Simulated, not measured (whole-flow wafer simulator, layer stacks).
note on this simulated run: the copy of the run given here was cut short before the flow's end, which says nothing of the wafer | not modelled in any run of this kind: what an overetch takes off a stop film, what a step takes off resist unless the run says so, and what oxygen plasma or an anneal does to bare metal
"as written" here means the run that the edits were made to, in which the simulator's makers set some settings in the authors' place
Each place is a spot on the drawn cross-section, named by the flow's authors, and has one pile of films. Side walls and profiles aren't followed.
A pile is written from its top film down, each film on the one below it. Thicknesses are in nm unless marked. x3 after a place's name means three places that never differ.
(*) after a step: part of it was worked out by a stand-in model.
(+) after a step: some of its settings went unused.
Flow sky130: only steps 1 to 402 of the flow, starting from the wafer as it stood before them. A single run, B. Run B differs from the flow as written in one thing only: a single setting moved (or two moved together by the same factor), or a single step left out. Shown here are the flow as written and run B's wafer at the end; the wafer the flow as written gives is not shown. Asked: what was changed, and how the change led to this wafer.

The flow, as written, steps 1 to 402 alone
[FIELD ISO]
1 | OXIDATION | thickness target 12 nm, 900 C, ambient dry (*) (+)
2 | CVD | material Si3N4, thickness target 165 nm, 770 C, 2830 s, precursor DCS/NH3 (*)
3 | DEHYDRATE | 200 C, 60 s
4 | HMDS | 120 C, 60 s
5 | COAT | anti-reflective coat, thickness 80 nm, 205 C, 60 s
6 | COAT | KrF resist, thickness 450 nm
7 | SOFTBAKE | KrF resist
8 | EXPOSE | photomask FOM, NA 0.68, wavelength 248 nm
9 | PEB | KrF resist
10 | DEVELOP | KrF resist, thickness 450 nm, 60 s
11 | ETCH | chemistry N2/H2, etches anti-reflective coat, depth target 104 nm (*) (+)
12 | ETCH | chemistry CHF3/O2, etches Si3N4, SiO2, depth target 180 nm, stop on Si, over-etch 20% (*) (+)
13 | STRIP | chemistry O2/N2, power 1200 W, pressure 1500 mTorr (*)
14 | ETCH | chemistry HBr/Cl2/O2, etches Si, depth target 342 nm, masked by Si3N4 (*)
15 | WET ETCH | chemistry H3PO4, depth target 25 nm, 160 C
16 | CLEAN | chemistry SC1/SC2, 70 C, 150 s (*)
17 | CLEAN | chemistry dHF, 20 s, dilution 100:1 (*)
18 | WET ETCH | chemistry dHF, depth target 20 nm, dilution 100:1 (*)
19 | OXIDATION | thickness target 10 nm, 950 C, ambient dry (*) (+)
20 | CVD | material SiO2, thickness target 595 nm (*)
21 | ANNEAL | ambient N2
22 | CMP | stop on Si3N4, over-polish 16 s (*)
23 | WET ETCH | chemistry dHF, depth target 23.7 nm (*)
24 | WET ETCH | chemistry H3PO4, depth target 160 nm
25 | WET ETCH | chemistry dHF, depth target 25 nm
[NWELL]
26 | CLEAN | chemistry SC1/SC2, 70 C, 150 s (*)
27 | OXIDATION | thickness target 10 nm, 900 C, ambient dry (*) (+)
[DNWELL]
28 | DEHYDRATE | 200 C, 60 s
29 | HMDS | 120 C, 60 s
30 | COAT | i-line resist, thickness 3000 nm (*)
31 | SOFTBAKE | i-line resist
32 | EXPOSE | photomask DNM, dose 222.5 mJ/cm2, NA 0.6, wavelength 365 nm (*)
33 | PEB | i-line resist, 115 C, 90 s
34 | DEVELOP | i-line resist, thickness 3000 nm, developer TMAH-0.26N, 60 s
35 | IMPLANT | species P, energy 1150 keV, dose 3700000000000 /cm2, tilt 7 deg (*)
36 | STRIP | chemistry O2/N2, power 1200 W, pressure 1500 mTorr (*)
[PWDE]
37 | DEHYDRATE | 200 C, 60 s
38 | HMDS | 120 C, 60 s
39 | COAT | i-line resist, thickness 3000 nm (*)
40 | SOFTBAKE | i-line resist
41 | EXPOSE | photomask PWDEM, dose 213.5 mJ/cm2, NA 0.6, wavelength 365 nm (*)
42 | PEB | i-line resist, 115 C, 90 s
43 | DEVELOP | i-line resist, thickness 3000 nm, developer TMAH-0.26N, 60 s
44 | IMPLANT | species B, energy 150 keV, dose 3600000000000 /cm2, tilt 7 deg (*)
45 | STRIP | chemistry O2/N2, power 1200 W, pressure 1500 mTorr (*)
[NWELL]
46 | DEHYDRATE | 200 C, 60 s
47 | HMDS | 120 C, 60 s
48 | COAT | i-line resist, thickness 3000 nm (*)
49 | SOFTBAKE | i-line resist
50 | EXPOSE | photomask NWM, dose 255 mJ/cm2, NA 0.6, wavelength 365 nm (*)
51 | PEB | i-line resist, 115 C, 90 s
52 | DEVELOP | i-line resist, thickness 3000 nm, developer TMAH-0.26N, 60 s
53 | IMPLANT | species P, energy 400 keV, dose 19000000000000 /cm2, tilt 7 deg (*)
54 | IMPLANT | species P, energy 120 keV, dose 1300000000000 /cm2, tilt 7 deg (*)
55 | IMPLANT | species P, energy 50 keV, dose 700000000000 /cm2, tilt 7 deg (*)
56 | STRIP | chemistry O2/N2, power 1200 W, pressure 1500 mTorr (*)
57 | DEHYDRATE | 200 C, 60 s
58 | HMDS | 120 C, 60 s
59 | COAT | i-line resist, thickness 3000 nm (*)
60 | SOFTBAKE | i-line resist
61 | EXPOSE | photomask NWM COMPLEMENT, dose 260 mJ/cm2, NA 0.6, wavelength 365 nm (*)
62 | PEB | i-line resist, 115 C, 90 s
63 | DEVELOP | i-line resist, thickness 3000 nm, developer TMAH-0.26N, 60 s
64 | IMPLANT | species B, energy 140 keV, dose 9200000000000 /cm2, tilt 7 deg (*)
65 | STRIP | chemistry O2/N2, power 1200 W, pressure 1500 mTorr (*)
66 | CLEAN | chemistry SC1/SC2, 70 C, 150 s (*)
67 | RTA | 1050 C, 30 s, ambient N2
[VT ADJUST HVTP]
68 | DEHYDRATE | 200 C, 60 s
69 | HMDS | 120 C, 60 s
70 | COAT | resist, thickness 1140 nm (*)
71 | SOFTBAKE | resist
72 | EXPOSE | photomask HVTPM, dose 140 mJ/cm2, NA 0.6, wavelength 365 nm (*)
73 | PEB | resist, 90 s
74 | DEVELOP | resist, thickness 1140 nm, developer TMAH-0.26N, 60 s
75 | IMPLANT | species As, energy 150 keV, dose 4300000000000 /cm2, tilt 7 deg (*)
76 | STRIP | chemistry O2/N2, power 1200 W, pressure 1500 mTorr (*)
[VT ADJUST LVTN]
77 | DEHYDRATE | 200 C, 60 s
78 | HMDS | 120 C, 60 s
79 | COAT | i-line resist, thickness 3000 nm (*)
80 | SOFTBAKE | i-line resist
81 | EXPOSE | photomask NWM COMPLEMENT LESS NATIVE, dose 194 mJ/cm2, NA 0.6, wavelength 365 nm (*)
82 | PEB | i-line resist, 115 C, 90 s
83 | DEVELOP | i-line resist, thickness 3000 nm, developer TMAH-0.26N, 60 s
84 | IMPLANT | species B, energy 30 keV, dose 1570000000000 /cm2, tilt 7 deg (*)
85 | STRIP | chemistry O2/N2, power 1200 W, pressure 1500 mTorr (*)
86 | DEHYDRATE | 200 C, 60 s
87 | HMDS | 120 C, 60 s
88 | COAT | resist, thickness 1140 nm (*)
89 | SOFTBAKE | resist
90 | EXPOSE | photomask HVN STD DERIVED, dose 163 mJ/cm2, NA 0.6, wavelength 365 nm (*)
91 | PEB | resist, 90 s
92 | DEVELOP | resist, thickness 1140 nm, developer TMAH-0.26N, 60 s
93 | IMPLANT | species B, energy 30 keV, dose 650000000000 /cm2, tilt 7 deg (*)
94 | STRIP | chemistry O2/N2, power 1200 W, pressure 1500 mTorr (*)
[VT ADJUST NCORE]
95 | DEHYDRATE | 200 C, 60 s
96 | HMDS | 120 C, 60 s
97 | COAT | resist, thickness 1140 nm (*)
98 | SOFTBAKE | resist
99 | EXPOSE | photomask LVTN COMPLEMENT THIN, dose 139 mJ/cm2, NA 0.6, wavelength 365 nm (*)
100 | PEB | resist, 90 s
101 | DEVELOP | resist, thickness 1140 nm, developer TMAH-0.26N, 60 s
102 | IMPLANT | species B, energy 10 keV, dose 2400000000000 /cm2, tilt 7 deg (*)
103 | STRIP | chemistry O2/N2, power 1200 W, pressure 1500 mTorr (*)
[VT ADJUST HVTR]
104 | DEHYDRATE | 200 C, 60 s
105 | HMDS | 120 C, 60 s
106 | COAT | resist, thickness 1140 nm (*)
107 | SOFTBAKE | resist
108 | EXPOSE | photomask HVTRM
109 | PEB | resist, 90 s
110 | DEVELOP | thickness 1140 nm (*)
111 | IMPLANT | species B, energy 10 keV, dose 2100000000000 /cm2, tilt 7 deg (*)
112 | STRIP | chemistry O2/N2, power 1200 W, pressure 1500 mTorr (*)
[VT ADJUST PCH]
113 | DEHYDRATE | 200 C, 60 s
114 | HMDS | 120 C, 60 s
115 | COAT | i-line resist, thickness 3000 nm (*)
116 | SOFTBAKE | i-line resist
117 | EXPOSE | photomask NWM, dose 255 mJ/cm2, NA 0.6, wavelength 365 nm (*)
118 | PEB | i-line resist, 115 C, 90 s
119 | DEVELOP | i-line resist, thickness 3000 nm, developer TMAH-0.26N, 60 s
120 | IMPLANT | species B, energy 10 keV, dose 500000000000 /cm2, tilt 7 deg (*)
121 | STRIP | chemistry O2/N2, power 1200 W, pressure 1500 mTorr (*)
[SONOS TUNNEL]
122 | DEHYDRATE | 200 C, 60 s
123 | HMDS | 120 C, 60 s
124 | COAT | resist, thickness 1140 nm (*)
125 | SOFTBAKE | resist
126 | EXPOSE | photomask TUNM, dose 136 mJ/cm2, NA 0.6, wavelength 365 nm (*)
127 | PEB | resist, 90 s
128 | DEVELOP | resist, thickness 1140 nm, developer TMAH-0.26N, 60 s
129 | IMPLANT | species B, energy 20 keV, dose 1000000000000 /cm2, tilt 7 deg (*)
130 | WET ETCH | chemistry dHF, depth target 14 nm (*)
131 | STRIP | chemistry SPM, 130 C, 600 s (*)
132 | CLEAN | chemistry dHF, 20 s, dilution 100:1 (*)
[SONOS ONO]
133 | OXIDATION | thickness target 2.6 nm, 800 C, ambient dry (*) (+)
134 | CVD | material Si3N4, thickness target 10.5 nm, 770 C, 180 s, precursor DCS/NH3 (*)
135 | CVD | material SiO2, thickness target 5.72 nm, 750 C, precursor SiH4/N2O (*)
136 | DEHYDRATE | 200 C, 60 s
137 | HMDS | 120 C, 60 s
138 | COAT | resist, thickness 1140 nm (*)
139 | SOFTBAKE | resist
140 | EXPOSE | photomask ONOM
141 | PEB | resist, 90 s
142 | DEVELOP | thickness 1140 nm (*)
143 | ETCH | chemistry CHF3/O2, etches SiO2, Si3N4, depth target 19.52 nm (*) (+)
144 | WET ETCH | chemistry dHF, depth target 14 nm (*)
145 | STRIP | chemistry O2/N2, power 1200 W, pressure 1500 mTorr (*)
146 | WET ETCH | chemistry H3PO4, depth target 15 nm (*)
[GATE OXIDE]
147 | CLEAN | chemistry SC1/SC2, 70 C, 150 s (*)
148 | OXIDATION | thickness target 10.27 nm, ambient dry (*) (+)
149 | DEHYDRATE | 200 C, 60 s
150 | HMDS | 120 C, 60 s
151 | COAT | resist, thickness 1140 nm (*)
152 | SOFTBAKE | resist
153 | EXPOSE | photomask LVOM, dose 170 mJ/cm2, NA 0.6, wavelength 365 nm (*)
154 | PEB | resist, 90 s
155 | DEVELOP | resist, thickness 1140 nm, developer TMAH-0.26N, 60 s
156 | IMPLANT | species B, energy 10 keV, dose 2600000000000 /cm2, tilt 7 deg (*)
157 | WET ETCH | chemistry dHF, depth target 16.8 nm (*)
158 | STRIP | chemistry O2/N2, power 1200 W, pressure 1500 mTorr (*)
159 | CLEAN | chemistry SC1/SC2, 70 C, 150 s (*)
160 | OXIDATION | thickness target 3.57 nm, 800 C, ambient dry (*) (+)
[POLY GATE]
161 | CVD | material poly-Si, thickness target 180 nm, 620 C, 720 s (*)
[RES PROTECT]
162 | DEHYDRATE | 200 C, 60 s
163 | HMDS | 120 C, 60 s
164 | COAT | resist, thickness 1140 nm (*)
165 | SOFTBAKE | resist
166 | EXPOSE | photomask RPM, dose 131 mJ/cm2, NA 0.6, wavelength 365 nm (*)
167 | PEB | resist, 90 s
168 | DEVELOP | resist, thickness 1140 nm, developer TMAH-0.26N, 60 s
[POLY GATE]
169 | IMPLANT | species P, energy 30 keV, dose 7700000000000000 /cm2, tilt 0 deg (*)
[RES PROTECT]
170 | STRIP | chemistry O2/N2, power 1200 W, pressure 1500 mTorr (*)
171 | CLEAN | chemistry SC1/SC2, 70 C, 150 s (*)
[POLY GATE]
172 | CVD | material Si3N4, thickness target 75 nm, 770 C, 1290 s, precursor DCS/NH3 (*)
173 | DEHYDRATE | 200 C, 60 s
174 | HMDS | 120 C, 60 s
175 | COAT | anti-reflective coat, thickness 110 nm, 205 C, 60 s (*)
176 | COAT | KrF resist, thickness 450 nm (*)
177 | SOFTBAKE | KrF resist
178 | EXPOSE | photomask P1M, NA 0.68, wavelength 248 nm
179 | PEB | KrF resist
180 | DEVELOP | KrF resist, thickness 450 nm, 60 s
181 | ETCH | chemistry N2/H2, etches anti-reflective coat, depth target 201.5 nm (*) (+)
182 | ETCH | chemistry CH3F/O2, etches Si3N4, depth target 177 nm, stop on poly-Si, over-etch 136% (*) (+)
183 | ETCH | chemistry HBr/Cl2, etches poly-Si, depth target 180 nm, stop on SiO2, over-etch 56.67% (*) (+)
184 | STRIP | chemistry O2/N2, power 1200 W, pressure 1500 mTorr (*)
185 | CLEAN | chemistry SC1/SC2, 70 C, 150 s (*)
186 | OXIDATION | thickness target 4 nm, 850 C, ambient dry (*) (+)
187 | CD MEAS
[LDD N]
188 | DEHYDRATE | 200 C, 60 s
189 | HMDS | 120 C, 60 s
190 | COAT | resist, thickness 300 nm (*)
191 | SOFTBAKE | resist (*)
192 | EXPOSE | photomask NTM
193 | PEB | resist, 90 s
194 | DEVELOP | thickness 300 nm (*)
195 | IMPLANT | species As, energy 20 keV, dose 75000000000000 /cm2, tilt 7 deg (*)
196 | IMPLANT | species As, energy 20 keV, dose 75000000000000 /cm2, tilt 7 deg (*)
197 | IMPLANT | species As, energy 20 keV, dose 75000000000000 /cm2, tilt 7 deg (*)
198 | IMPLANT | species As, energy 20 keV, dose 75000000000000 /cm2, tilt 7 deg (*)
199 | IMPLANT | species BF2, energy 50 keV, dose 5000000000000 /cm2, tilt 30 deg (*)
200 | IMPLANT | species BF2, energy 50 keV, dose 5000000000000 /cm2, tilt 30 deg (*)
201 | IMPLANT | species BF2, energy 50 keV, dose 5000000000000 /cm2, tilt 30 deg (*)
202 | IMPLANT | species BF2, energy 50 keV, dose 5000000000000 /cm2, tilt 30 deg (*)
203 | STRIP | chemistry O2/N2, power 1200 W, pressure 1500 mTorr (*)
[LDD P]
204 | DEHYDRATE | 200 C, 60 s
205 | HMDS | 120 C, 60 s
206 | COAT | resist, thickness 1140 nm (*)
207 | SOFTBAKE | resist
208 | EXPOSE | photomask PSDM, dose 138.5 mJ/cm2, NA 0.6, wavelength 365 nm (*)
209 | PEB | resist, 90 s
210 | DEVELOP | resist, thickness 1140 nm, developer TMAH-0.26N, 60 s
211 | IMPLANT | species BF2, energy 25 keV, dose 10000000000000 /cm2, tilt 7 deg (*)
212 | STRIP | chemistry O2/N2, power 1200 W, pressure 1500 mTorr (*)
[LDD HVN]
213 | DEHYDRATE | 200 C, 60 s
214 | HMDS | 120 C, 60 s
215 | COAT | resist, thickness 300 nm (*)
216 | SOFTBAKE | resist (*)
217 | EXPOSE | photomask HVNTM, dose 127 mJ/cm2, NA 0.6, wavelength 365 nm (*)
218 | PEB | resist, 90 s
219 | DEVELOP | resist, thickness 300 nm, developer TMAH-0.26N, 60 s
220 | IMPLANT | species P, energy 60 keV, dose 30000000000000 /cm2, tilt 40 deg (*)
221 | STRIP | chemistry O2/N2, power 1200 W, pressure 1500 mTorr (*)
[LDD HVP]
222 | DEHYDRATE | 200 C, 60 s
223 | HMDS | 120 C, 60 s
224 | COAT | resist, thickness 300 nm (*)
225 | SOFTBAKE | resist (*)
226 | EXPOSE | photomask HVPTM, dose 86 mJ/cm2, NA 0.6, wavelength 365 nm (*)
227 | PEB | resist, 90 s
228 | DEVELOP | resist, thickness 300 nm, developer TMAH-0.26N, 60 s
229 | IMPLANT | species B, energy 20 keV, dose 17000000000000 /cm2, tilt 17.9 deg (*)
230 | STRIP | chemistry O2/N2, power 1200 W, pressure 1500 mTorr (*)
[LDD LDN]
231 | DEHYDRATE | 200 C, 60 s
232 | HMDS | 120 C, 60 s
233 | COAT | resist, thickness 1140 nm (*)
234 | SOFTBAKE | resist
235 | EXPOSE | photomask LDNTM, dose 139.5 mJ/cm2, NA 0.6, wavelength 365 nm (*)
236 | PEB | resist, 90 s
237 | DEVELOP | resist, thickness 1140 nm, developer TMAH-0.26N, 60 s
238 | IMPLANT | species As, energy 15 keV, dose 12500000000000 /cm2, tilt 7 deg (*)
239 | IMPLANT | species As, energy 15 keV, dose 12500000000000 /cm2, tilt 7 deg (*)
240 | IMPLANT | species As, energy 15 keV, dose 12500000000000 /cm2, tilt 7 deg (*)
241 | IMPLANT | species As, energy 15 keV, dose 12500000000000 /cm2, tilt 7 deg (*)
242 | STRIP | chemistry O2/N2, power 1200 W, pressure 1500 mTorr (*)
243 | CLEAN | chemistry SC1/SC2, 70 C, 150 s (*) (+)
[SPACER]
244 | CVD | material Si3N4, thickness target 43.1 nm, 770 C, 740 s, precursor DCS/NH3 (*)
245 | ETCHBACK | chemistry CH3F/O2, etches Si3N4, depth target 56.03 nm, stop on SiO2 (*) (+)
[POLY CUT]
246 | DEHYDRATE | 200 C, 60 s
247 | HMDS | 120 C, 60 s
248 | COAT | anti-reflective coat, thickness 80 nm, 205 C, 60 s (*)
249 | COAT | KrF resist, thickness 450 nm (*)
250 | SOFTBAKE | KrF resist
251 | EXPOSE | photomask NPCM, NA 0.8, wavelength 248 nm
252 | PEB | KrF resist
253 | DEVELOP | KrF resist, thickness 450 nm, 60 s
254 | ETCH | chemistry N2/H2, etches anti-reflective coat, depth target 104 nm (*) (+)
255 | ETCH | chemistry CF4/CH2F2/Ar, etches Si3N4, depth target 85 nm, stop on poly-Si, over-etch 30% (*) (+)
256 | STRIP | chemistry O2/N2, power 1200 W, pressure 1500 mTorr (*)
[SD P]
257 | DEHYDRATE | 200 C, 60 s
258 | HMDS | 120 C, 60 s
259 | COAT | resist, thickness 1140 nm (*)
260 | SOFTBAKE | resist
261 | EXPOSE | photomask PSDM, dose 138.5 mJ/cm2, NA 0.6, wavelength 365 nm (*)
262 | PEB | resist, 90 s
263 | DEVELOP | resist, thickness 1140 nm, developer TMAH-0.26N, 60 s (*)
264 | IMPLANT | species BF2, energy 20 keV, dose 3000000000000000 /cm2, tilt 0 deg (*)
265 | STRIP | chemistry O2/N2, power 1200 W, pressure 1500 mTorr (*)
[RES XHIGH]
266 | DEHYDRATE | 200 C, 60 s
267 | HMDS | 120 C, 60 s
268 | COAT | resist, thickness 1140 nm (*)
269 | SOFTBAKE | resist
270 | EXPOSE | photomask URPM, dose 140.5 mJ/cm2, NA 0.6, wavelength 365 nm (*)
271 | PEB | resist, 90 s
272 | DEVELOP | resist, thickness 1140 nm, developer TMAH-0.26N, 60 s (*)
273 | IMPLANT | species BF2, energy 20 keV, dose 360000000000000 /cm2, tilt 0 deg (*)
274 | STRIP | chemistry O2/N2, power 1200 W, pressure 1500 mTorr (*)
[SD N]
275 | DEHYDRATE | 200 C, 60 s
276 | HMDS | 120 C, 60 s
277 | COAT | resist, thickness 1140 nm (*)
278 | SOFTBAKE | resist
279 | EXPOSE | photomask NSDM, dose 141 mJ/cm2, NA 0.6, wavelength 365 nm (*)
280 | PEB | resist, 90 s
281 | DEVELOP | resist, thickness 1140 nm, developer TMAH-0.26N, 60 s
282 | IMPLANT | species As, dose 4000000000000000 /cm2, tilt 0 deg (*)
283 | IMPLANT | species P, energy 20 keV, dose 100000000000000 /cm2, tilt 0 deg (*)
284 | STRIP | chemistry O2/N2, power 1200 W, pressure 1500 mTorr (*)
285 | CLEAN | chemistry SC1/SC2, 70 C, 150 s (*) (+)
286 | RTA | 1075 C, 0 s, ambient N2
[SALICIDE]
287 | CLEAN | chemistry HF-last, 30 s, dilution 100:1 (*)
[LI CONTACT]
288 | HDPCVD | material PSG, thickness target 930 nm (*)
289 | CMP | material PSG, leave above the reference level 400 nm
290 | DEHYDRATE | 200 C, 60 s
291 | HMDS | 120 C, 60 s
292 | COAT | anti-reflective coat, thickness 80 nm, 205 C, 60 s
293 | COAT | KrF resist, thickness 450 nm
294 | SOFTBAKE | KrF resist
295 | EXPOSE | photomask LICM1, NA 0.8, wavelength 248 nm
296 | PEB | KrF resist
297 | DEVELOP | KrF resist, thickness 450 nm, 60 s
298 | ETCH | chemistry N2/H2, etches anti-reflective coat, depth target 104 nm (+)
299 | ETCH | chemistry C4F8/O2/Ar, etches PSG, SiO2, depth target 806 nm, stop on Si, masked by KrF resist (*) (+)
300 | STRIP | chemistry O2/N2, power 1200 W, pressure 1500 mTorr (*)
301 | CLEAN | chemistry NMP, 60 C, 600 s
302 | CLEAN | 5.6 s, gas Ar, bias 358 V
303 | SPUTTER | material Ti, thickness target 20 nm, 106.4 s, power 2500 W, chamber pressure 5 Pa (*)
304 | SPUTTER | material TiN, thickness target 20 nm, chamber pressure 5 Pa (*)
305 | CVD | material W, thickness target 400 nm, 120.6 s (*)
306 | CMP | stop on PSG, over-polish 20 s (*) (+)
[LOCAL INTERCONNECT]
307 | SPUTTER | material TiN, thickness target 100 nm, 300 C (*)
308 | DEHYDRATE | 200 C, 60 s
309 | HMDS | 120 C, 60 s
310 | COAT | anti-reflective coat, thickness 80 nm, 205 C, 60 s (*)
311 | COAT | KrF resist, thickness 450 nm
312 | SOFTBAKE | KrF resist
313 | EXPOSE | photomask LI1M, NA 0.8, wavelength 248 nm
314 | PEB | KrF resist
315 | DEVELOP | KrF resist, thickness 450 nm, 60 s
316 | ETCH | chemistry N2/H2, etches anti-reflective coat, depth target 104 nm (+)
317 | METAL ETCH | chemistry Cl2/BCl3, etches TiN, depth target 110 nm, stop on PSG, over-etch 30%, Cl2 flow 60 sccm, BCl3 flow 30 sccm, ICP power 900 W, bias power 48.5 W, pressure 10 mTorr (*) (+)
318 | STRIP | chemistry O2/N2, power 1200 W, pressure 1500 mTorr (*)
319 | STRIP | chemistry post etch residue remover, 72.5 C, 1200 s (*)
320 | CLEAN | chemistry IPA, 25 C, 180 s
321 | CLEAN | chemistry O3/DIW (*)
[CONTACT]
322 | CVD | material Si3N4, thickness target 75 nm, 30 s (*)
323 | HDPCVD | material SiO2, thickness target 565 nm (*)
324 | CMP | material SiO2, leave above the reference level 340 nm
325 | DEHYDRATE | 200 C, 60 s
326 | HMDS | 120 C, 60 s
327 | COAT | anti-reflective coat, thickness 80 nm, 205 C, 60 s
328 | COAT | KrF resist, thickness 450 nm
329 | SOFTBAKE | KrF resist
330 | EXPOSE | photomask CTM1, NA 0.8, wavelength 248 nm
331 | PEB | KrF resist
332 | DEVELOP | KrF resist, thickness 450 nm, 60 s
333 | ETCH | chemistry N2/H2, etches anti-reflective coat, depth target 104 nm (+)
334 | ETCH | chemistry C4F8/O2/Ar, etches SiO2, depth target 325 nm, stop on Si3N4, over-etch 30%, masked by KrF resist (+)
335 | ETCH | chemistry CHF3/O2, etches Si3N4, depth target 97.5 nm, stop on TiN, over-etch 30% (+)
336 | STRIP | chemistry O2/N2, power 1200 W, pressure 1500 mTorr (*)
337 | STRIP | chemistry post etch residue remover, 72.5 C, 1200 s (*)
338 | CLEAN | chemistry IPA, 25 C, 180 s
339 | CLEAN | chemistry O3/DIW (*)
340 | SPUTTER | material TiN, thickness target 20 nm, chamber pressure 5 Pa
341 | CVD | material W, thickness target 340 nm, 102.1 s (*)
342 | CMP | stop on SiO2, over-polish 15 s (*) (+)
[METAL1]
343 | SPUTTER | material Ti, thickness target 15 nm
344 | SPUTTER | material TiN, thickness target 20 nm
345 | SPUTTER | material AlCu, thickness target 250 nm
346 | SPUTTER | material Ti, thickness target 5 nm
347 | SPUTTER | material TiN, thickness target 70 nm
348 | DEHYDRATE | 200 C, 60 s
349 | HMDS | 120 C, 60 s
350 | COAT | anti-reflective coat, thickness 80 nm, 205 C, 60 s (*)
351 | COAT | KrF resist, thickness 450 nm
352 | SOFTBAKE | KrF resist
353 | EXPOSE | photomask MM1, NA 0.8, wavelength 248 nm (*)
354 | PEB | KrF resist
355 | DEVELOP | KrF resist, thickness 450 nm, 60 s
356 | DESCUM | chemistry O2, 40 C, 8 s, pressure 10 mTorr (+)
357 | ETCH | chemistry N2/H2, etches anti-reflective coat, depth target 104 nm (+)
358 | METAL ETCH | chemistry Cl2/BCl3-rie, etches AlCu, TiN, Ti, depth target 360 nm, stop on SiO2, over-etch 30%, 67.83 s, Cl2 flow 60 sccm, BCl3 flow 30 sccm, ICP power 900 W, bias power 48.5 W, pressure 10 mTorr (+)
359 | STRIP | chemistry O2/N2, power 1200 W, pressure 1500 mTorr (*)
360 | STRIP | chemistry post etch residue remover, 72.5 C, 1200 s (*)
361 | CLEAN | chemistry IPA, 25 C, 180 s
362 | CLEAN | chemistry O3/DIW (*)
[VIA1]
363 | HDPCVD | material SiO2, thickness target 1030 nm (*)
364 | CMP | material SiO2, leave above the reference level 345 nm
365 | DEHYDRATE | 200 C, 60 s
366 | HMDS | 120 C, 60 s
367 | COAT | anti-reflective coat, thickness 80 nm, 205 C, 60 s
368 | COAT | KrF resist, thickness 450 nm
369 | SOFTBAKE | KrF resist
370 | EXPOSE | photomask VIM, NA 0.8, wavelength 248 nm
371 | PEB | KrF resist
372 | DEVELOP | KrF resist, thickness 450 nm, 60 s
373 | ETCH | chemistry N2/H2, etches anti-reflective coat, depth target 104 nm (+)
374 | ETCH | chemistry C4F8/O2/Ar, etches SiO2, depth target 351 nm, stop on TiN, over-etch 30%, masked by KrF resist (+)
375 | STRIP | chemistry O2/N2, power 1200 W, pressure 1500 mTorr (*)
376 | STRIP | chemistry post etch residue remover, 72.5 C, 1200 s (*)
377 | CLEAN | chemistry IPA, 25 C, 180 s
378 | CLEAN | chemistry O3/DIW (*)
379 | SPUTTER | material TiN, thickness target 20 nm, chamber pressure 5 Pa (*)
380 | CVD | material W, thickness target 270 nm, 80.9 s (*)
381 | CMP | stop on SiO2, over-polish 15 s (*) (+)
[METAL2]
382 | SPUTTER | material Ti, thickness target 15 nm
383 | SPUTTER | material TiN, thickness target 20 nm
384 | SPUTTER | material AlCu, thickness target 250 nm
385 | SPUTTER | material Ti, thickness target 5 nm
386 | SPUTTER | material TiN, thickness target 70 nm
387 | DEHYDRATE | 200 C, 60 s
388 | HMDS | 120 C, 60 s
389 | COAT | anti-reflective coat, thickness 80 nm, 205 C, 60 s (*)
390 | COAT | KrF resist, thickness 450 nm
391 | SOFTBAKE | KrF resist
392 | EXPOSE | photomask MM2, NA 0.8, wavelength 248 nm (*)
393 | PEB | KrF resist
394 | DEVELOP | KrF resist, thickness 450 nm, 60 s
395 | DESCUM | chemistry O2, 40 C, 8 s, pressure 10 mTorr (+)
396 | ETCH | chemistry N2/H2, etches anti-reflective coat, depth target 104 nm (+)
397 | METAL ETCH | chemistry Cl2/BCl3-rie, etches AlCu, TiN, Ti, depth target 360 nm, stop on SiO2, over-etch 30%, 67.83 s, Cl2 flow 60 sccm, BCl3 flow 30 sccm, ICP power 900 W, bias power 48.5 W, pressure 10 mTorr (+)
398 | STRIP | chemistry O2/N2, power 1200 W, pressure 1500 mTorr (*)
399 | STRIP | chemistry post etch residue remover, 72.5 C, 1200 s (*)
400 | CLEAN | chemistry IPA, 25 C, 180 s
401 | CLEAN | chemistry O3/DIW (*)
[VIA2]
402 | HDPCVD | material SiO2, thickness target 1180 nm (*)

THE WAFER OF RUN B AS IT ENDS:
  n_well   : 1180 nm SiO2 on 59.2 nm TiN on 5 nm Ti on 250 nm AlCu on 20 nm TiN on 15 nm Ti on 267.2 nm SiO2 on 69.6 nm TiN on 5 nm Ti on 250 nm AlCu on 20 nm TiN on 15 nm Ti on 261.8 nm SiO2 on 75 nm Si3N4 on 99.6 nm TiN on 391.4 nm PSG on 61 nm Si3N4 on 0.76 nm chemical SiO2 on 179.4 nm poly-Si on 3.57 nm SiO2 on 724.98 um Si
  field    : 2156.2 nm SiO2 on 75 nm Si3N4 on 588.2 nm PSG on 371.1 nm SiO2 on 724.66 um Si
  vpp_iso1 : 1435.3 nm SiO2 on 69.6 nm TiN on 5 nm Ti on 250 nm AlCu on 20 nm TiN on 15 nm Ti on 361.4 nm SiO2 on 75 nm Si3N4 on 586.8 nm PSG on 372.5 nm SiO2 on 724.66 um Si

Cause: step 386, SPUTTER: thickness target 59.6 nm was run, whereas the flow has thickness target 70 nm.

Step by step, how the change led to this:
  386 | SPUTTER | material TiN, thickness target 70 nm
      field, active, n_well and 188 more: +59.6 TiN (new film) (as written it would have been: +70 TiN (new film))
  397 | METAL ETCH | chemistry Cl2/BCl3-rie, etches AlCu, TiN, Ti, depth target 360 nm, stop on SiO2, over-etch 30%, 67.83 s, Cl2 flow 60 sccm, BCl3 flow 30 sccm, ICP power 900 W, bias power 48.5 W, pressure 10 mTorr (+)
      field, active, gate and 82 more: -58.3 TiN (all of it), -5 Ti (all of it), -250 AlCu (all of it), -20 TiN (all of it), -15 Ti (all of it), -12 SiO2 (as written it would have been: -68.7 TiN (all of it), -5 Ti (all of it), -250 AlCu (all of it), -20 TiN (all of it), -15 Ti (all of it), -10.9 SiO2)
